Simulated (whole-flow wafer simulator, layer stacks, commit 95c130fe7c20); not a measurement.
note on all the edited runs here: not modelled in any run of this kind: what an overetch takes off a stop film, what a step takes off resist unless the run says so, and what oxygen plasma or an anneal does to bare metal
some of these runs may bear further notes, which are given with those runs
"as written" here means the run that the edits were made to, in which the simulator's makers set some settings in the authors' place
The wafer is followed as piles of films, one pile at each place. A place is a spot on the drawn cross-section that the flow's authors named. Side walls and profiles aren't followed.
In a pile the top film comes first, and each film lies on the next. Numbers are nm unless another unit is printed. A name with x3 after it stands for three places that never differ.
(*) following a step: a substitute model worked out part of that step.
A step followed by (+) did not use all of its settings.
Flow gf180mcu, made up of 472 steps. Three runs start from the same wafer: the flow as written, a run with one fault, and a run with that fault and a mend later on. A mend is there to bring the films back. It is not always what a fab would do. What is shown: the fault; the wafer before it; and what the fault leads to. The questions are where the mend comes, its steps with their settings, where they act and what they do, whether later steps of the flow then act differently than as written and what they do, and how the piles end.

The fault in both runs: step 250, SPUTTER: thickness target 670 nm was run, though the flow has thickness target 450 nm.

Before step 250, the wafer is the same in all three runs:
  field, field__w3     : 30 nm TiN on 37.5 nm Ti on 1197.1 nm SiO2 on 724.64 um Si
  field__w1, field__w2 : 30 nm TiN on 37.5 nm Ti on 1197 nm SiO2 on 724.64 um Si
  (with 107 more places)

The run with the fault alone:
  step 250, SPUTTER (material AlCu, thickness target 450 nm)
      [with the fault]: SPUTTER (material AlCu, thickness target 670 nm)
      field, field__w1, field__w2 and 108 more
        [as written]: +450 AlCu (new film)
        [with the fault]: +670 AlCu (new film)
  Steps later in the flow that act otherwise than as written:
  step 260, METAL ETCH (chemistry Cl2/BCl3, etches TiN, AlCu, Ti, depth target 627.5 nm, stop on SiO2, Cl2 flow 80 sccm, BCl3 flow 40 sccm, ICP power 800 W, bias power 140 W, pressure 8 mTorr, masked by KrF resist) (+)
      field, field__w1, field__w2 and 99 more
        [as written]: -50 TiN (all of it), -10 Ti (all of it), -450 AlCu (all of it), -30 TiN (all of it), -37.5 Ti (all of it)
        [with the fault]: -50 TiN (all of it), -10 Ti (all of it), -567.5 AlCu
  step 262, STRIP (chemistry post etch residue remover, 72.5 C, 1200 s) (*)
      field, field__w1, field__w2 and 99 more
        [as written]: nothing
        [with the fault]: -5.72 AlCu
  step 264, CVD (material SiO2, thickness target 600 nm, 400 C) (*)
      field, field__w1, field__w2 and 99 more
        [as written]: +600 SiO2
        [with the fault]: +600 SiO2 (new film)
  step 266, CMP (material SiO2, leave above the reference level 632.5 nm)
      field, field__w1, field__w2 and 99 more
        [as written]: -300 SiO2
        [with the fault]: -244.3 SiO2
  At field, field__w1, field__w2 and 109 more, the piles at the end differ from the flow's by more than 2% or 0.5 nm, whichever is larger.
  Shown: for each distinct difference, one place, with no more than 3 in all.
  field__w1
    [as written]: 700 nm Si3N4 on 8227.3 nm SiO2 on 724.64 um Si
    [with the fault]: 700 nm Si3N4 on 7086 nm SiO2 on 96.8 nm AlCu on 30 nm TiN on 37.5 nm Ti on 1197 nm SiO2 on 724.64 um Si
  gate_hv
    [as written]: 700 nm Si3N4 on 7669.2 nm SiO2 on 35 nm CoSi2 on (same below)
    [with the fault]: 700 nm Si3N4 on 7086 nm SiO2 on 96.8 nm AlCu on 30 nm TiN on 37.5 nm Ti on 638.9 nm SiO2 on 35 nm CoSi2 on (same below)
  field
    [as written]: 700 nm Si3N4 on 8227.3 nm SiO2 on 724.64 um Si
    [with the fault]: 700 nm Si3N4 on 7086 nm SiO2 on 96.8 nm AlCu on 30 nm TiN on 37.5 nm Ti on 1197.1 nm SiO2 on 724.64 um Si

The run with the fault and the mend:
  The mend stands after step 250.
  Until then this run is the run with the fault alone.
  step 250a, METAL ETCH (chemistry Cl2/BCl3, etches TiN, AlCu, Ti, depth target 220 nm, Cl2 flow 80 sccm, BCl3 flow 40 sccm, ICP power 800 W, bias power 140 W, pressure 8 mTorr)
      field, field__w1, field__w2 and 108 more
        -220 AlCu
  Later steps of the flow that are run all act as written at every place that is followed.
  At every place that both follow, the piles at the end match the flow's.
